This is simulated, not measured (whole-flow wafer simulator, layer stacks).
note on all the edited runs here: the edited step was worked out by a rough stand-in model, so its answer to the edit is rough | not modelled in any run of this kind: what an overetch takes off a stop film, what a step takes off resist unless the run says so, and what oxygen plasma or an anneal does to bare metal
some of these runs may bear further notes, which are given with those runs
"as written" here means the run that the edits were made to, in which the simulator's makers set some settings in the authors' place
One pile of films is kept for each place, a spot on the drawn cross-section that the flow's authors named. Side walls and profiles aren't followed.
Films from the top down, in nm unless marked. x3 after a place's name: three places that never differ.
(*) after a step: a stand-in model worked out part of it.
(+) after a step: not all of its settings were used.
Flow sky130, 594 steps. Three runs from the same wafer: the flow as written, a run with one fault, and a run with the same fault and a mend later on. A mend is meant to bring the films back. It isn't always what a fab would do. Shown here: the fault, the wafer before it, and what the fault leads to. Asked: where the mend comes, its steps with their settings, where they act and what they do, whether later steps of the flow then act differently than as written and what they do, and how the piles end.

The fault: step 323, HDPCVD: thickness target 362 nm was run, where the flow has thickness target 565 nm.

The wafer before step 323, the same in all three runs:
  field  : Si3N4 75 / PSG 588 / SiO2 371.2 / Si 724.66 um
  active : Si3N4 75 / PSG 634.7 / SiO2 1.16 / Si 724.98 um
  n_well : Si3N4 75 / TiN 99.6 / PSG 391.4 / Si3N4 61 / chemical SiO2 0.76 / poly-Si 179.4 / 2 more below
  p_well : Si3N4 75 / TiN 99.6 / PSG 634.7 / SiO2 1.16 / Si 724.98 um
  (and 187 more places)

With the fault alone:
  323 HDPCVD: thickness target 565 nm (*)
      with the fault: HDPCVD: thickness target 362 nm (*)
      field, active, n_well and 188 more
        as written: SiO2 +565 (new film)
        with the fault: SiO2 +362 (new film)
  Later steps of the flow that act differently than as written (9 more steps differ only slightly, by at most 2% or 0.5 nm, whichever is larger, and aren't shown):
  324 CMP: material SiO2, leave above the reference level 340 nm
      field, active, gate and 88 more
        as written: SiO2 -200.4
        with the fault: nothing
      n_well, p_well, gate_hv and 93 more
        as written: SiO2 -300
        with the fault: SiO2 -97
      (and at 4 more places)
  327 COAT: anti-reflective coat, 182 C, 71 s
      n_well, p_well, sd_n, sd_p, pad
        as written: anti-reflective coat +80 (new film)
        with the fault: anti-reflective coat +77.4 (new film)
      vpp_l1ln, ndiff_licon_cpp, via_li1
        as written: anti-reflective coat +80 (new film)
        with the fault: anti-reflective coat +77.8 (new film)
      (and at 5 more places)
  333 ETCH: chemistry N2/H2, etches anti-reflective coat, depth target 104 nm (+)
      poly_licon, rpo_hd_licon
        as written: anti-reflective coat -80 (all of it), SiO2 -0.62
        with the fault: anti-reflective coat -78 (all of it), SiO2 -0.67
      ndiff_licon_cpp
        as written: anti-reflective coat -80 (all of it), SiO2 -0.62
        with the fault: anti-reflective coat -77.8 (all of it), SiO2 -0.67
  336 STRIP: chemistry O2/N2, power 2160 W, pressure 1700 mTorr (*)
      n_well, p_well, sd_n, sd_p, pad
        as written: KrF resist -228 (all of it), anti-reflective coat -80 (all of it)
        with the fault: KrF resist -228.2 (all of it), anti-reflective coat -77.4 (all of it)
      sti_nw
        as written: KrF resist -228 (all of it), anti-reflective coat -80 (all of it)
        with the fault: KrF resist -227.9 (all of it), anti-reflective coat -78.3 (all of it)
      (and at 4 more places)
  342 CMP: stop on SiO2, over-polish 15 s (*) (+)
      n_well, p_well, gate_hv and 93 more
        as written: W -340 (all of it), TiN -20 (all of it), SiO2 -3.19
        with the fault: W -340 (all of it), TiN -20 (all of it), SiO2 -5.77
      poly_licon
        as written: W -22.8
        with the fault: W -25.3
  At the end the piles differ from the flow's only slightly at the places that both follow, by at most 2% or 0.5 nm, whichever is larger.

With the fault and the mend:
  The mend comes after step 323.
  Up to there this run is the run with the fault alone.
  323a HDPCVD: thickness target 203 nm (*) (the flow's step 323 once more, with other settings)
      field, active, n_well and 188 more
        SiO2 +203
  No later step of the flow acts differently than as written at any place that is followed.
  At the end the piles are the same as the flow's at every place that both follow.
